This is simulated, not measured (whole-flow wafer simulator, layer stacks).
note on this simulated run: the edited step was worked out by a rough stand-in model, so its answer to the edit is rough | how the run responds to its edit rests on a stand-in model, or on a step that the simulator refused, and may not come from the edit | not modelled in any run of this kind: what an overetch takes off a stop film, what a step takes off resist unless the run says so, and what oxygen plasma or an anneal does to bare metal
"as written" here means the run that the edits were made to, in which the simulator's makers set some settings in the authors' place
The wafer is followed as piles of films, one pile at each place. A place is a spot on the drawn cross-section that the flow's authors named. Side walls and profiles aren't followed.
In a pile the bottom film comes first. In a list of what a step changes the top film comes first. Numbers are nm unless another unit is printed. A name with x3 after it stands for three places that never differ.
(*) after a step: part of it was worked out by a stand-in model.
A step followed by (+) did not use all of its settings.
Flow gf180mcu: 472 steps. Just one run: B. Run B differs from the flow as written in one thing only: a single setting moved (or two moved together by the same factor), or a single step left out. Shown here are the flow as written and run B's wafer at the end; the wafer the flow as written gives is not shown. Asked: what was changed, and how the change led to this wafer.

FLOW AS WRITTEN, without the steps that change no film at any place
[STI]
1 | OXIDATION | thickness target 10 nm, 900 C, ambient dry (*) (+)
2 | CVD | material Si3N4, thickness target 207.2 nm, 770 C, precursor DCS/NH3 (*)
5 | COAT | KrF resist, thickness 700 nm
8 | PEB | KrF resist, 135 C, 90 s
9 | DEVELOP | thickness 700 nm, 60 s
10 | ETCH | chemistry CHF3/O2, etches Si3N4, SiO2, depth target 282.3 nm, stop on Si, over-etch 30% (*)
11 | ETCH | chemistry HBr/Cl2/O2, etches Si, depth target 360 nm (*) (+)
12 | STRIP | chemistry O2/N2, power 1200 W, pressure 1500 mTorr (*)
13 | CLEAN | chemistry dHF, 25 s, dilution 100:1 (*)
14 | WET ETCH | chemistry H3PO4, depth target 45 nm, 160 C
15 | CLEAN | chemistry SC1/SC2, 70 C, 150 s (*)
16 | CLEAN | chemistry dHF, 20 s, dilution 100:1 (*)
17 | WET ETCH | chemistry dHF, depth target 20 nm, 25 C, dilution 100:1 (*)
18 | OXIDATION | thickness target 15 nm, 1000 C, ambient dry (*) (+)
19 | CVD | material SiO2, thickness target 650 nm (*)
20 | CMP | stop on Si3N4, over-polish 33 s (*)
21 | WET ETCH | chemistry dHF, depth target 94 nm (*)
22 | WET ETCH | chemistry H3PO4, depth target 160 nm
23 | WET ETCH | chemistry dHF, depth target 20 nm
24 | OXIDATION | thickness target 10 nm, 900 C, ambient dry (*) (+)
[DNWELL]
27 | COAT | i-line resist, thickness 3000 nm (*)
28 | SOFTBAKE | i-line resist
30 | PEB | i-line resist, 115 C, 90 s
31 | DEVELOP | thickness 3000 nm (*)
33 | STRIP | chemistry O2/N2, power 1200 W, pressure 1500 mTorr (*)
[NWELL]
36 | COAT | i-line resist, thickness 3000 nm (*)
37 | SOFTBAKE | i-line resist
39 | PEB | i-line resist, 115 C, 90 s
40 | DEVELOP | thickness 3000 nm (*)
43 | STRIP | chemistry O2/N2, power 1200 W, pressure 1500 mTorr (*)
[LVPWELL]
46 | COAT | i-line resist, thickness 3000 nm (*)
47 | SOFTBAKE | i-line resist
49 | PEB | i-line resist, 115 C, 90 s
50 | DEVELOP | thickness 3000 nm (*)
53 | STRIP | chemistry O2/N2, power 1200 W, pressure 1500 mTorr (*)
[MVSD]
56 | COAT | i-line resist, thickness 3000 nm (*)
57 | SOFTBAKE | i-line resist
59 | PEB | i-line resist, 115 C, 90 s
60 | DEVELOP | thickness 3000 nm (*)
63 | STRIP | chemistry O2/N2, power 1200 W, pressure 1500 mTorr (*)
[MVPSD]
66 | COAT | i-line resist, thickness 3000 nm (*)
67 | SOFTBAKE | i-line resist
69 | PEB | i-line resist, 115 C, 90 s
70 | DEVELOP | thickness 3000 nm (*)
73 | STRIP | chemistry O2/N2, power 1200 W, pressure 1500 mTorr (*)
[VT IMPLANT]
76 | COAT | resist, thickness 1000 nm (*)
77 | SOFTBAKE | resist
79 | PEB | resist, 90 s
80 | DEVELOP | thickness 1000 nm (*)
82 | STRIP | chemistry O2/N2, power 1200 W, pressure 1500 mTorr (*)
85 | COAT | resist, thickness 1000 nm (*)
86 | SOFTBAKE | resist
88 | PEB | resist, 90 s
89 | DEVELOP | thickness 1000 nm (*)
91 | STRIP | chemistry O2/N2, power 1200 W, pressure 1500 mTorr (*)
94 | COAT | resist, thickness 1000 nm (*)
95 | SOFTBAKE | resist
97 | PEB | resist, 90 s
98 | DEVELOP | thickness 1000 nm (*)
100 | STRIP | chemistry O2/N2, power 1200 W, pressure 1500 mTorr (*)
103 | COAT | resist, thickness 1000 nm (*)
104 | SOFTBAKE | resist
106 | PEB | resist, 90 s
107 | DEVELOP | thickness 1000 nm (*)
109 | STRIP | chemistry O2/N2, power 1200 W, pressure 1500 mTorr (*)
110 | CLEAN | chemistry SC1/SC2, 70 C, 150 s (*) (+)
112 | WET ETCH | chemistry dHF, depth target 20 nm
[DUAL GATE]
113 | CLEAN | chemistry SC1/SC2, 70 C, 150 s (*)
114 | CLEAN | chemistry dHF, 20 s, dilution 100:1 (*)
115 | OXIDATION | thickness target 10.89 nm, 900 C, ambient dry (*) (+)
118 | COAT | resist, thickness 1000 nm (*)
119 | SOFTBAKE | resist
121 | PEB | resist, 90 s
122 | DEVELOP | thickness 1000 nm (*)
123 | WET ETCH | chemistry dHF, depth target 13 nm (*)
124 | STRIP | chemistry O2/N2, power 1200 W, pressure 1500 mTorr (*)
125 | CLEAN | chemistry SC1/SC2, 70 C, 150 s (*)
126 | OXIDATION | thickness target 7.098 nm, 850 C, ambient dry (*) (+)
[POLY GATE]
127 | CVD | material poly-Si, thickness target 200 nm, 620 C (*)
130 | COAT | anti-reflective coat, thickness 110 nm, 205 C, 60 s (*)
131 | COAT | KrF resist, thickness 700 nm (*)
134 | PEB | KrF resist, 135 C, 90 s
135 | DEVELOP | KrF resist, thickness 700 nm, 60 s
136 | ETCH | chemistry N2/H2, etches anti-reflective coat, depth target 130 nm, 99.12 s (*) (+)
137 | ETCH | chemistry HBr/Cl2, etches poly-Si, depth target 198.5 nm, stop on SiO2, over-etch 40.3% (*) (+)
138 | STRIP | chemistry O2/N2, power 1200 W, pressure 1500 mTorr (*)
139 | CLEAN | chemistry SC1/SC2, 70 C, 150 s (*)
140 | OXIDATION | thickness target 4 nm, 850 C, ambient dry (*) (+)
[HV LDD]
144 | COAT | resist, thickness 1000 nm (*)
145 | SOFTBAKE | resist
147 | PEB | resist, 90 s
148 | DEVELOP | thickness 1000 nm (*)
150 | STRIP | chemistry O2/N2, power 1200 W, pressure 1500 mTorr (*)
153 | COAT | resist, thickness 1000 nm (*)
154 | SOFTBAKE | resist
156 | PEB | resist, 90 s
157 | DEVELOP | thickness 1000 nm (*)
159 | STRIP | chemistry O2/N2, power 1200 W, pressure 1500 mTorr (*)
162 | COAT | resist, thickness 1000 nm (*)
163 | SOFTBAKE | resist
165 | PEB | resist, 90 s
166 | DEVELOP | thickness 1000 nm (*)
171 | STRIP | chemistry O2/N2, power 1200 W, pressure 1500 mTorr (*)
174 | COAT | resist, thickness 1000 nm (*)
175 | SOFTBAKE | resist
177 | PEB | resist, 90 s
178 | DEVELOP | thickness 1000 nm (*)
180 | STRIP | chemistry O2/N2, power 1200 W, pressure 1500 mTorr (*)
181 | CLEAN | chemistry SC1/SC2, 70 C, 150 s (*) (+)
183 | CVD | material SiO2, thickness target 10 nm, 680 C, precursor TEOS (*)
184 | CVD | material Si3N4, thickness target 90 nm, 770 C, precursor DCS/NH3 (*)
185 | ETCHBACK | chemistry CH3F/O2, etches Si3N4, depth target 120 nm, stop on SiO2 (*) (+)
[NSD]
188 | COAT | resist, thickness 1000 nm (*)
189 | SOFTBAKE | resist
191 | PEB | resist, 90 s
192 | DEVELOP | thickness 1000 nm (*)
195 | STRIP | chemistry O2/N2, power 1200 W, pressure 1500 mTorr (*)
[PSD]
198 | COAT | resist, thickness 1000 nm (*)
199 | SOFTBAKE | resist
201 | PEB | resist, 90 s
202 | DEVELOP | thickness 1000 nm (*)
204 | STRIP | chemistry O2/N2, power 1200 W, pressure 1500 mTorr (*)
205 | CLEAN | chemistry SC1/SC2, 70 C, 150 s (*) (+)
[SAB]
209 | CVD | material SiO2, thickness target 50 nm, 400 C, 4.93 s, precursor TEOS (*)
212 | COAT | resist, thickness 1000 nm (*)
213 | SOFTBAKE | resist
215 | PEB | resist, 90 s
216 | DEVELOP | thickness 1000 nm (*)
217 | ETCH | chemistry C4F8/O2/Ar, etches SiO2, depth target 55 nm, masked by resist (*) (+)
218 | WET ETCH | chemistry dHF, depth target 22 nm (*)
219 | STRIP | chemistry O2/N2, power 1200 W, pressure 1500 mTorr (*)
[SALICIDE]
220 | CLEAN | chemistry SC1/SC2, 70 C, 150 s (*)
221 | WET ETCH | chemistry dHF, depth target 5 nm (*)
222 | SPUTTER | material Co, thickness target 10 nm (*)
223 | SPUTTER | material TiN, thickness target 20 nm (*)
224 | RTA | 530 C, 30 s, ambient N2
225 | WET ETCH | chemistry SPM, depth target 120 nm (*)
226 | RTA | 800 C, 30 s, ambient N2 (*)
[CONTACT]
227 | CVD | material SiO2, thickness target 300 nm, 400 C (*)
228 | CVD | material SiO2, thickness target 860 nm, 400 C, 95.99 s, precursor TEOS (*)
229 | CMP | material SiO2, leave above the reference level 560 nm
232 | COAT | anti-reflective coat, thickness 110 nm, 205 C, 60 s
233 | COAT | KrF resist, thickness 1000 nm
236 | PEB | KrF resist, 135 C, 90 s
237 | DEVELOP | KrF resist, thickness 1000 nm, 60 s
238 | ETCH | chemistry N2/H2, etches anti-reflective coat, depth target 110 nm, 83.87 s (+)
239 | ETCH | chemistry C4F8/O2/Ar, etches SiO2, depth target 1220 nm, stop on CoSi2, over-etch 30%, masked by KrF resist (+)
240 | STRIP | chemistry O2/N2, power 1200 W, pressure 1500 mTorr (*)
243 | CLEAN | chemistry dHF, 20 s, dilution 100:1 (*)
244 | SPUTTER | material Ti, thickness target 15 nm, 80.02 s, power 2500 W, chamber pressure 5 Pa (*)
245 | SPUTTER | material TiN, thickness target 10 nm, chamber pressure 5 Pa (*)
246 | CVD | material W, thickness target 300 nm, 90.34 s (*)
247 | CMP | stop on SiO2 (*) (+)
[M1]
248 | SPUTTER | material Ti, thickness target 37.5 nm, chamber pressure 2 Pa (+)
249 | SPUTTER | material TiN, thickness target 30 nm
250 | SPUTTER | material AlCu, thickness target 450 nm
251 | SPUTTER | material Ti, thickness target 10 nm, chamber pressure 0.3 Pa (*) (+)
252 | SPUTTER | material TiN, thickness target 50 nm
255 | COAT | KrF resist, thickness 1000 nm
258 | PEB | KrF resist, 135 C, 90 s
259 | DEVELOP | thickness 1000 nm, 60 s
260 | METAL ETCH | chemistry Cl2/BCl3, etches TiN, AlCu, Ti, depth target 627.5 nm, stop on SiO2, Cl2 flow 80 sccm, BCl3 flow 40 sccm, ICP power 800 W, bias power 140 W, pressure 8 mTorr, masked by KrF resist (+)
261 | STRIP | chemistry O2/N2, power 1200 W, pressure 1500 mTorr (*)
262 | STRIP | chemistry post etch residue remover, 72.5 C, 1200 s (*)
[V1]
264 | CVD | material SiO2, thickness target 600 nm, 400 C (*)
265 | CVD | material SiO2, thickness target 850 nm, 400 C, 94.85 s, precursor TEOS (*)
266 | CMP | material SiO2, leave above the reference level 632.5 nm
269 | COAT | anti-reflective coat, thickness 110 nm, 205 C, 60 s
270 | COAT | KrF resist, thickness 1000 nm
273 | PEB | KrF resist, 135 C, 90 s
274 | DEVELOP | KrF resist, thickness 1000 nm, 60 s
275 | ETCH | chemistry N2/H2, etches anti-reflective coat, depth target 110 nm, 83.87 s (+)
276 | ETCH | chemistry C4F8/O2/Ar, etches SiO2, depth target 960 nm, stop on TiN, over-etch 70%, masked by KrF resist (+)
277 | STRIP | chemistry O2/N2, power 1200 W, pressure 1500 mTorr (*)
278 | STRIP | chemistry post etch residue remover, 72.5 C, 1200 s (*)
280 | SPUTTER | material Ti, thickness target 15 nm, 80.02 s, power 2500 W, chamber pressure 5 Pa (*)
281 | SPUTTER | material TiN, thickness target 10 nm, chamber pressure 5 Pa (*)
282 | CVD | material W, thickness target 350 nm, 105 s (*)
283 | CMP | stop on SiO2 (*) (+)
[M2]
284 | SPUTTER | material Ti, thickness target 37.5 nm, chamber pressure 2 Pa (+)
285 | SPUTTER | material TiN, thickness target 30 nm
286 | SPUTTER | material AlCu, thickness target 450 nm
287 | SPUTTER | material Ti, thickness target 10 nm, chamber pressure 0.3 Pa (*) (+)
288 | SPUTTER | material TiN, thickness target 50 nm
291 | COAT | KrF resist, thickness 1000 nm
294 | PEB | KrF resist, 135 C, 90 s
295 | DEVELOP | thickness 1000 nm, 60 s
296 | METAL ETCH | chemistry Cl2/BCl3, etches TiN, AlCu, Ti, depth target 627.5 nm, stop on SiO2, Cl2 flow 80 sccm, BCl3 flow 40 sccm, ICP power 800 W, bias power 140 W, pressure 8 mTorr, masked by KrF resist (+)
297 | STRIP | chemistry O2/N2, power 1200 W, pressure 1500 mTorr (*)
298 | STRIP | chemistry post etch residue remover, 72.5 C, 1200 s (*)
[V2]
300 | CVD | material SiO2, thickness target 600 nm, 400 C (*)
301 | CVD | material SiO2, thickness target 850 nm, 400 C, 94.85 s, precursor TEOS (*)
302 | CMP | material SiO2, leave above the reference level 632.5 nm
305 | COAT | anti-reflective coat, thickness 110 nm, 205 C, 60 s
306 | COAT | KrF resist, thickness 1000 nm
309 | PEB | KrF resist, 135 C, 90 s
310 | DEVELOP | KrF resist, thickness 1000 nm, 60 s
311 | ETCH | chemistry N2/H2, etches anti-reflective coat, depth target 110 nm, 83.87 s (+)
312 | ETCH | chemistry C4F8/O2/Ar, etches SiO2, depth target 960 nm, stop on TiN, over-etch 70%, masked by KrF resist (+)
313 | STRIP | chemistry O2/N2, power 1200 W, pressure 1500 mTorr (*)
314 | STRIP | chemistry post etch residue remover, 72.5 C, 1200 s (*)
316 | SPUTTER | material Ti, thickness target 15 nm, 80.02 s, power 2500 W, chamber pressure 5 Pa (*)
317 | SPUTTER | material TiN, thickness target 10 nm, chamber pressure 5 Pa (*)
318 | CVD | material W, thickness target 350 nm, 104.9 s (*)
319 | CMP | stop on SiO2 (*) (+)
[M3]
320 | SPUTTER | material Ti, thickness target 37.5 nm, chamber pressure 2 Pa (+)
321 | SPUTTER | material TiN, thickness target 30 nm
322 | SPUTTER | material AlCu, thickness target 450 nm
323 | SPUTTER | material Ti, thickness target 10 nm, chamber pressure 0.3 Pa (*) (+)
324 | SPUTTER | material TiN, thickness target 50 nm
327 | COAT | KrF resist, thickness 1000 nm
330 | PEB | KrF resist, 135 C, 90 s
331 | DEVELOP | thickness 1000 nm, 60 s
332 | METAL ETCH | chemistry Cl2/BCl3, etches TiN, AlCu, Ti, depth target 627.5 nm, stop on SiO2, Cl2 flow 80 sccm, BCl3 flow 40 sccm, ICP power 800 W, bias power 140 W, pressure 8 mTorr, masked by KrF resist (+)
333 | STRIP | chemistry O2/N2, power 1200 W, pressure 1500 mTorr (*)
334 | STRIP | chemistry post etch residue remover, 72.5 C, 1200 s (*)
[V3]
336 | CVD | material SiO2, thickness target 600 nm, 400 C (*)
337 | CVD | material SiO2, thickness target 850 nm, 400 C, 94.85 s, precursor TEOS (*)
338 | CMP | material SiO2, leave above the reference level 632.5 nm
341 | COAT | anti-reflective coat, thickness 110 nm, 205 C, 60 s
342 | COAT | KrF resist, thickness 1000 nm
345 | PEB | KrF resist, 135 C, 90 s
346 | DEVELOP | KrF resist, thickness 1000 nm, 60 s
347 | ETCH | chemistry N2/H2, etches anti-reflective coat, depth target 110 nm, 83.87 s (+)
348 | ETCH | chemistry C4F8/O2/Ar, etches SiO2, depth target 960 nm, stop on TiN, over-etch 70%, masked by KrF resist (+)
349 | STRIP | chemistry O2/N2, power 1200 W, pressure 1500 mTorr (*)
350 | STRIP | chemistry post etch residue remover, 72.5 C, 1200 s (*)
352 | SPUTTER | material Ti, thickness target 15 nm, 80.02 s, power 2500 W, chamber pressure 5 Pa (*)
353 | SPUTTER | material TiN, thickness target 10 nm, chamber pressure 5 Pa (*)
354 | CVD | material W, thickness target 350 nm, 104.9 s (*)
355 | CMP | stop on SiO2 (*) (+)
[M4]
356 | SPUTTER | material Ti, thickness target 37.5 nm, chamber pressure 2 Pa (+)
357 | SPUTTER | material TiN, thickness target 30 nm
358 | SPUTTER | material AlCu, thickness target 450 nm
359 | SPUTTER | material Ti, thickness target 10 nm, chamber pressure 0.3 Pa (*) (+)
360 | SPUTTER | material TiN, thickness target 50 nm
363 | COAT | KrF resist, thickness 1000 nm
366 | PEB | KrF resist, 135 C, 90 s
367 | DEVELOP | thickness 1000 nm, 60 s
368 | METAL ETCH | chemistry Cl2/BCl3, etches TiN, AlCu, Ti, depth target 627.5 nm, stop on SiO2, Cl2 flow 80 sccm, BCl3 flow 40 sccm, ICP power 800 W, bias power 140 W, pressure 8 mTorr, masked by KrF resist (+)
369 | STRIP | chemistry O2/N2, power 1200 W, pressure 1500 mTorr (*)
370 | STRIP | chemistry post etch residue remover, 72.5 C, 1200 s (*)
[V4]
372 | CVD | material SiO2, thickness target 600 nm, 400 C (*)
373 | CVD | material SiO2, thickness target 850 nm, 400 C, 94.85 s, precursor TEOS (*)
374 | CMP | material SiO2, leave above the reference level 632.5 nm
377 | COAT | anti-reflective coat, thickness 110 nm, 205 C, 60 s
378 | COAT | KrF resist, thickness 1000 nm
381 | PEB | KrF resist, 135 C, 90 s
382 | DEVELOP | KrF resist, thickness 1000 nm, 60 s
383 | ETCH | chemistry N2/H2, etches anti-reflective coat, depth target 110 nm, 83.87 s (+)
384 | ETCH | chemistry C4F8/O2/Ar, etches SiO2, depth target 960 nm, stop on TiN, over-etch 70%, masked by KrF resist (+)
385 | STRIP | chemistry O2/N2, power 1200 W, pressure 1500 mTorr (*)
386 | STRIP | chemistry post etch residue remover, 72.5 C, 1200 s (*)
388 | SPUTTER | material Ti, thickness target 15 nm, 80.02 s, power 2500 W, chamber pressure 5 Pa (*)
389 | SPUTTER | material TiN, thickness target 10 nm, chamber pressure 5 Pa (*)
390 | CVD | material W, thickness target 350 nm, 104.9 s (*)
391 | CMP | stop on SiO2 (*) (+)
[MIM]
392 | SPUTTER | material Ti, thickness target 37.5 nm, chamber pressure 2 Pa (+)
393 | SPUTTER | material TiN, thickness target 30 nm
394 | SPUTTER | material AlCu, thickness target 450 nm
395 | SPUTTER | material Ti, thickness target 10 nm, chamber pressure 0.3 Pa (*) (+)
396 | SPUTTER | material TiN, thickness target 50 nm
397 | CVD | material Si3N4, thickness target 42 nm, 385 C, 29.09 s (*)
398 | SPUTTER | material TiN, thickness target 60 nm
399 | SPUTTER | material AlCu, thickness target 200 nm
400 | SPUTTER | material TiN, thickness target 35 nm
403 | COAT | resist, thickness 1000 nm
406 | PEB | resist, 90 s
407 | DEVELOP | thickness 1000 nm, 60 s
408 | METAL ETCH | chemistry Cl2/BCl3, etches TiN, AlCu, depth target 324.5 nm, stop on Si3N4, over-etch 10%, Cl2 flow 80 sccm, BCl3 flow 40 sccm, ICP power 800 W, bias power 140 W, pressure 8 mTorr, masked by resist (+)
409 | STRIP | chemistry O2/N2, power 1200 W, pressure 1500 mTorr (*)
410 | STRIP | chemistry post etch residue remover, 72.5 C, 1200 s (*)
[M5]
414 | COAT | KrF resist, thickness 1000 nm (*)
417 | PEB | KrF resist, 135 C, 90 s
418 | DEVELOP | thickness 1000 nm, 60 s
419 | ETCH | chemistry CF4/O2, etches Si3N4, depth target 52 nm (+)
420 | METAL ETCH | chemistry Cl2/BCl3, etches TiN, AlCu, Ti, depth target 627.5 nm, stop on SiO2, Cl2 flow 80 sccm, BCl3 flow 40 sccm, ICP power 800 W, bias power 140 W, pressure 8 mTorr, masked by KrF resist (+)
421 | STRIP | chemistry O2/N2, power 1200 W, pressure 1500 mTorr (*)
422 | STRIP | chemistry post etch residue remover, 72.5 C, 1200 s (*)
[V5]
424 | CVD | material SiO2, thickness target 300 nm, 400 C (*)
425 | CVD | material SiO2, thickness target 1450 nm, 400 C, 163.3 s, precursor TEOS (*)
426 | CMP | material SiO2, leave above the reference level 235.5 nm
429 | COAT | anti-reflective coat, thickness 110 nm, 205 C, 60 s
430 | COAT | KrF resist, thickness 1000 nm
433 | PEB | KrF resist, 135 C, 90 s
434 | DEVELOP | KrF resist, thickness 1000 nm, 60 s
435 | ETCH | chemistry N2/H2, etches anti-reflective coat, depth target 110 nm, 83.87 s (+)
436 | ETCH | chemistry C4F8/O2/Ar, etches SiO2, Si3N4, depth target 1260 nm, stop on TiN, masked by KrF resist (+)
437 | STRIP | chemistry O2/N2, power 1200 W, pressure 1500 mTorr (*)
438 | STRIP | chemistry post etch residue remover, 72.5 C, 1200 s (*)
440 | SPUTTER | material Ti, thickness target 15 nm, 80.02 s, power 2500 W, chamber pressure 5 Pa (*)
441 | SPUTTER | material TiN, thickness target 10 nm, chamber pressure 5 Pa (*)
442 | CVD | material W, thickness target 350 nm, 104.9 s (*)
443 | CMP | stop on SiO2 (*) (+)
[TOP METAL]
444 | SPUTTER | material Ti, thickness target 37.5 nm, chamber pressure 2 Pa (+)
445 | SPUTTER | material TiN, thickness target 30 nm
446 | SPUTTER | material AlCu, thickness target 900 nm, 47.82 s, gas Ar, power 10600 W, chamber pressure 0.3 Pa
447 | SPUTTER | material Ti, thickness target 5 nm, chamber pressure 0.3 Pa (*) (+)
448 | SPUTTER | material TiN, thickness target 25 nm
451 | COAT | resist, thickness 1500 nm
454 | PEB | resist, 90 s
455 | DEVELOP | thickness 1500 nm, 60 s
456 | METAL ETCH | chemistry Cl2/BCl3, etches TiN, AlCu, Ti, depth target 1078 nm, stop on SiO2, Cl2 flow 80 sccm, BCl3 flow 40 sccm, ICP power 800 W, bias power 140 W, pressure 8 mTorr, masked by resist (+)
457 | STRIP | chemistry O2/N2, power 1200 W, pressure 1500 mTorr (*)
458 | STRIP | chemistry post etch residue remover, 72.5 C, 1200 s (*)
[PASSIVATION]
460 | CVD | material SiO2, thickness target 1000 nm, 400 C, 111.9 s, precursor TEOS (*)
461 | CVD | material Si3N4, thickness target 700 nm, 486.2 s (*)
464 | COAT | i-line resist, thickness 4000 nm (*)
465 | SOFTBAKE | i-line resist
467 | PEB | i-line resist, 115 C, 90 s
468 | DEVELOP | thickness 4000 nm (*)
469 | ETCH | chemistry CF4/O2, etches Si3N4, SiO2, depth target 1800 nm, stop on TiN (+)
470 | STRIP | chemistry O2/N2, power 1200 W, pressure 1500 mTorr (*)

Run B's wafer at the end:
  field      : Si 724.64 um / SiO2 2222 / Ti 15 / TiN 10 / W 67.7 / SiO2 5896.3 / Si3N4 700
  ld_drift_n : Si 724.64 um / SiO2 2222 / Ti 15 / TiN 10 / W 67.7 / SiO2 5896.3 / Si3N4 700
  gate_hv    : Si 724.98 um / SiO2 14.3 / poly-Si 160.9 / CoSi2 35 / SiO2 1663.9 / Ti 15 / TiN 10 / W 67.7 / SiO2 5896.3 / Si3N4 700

The reason: step 265, CVD: thickness target 425 nm was run, while the flow as written has thickness target 850 nm.

How this came from the change, step by step:
  265 | CVD | material SiO2, thickness target 850 nm, 400 C, 94.85 s, precursor TEOS (*)
      field, field__w1, field__w2 and 108 more: SiO2 gains 425 (as written it would have been: SiO2 gains 850)
  266 | CMP | material SiO2, leave above the reference level 632.5 nm
      field, field__w1, field__w2 and 99 more: nothing (as written it would have been: SiO2 loses 300)
      field__w8, contact, m1 and 6 more: SiO2 loses 452.1 (as written it would have been: SiO2 loses 877.1)
  269 | COAT | anti-reflective coat, thickness 110 nm, 205 C, 60 s
      active, gate_p_hv5: anti-reflective coat gains 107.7 (new film) (as written it would have been: anti-reflective coat gains 110 (new film))
      field: anti-reflective coat gains 156.5 (new film) (as written it would have been: anti-reflective coat gains 110 (new film))
      (and at 21 other places as well)
  270 | COAT | KrF resist, thickness 1000 nm
      field: KrF resist gains 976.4 (new film) (as written it would have been: KrF resist gains 1000 (new film))
      n_well: KrF resist gains 979.2 (new film) (as written it would have been: KrF resist gains 1000 (new film))
      (and at 5 other places as well)
  274 | DEVELOP | KrF resist, thickness 1000 nm, 60 s
      contact: KrF resist loses 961 (all of it) (as written it would have been: KrF resist loses 993.3 (all of it))
  275 | ETCH | chemistry N2/H2, etches anti-reflective coat, depth target 110 nm, 83.87 s (+)
      contact: anti-reflective coat loses 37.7 (all of it), SiO2 loses 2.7 (as written it would have been: anti-reflective coat loses 110 (all of it), SiO2 loses 0.85)
  277 | STRIP | chemistry O2/N2, power 1200 W, pressure 1500 mTorr (*)
      field: KrF resist loses 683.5 (all of it), anti-reflective coat loses 156.5 (all of it) (as written it would have been: KrF resist loses 706.9 (all of it), anti-reflective coat loses 110 (all of it))
      field__w1: KrF resist loses 715.9 (all of it), anti-reflective coat loses 107.4 (all of it) (as written it would have been: KrF resist loses 706.9 (all of it), anti-reflective coat loses 110 (all of it))
      (and at 21 other places as well)
  280 | SPUTTER | material Ti, thickness target 15 nm, 80.02 s, power 2500 W, chamber pressure 5 Pa (*)
      contact: Ti gains 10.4 (new film) (as written it would have been: Ti gains 9.65 (new film))
  282 | CVD | material W, thickness target 350 nm, 105 s (*)
      contact: W gains 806 (new film) (as written it would have been: W gains 932.3 (new film))
  283 | CMP | stop on SiO2 (*) (+)
      field, field__w1, field__w2 and 99 more: W loses 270 (as written it would have been: W loses 350 (all of it), TiN loses 10 (all of it), Ti loses 15 (all of it), SiO2 loses 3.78)
      field__w8, m1, m1__w1, polyc_n, polyc_n_rim, polyc_p, polyc_p_rim, m1_nw: W loses 350 (all of it), TiN loses 10 (all of it), Ti loses 15 (all of it), SiO2 loses 20 (as written it would have been: W loses 350 (all of it), TiN loses 10 (all of it), Ti loses 15 (all of it), SiO2 loses 3.78)
      (and at 1 other place as well)
  296 | METAL ETCH | chemistry Cl2/BCl3, etches TiN, AlCu, Ti, depth target 627.5 nm, stop on SiO2, Cl2 flow 80 sccm, BCl3 flow 40 sccm, ICP power 800 W, bias power 140 W, pressure 8 mTorr, masked by KrF resist (+)
      field, field__w1, field__w2 and 99 more: TiN loses 50 (all of it), Ti loses 10 (all of it), AlCu loses 450 (all of it), TiN loses 30 (all of it), Ti loses 37.5 (all of it), W loses 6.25 (as written it would have been: TiN loses 50 (all of it), Ti loses 10 (all of it), AlCu loses 450 (all of it), TiN loses 30 (all of it), Ti loses 37.5 (all of it))
  298 | STRIP | chemistry post etch residue remover, 72.5 C, 1200 s (*)
      field, field__w1, field__w2 and 99 more: W loses 6.01 (as written it would have been: nothing)
  300 | CVD | material SiO2, thickness target 600 nm, 400 C (*)
      field, field__w1, field__w2 and 99 more: SiO2 gains 600 (new film) (as written it would have been: SiO2 gains 600)
  302 | CMP | material SiO2, leave above the reference level 632.5 nm
      field, field__w1, field__w2 and 99 more: SiO2 loses 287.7 (as written it would have been: SiO2 loses 300)
With metal films that touch counted as one body, field has 1 body; the flow as written gives 0 bodies.
With metal films that touch counted as one body, ld_drift_n has 1 body; the flow as written gives 0 bodies.
With metal films that touch counted as one body, gate_hv has 2 bodies (between them, from the top down: SiO2 1663.9); the flow as written gives 1 body.
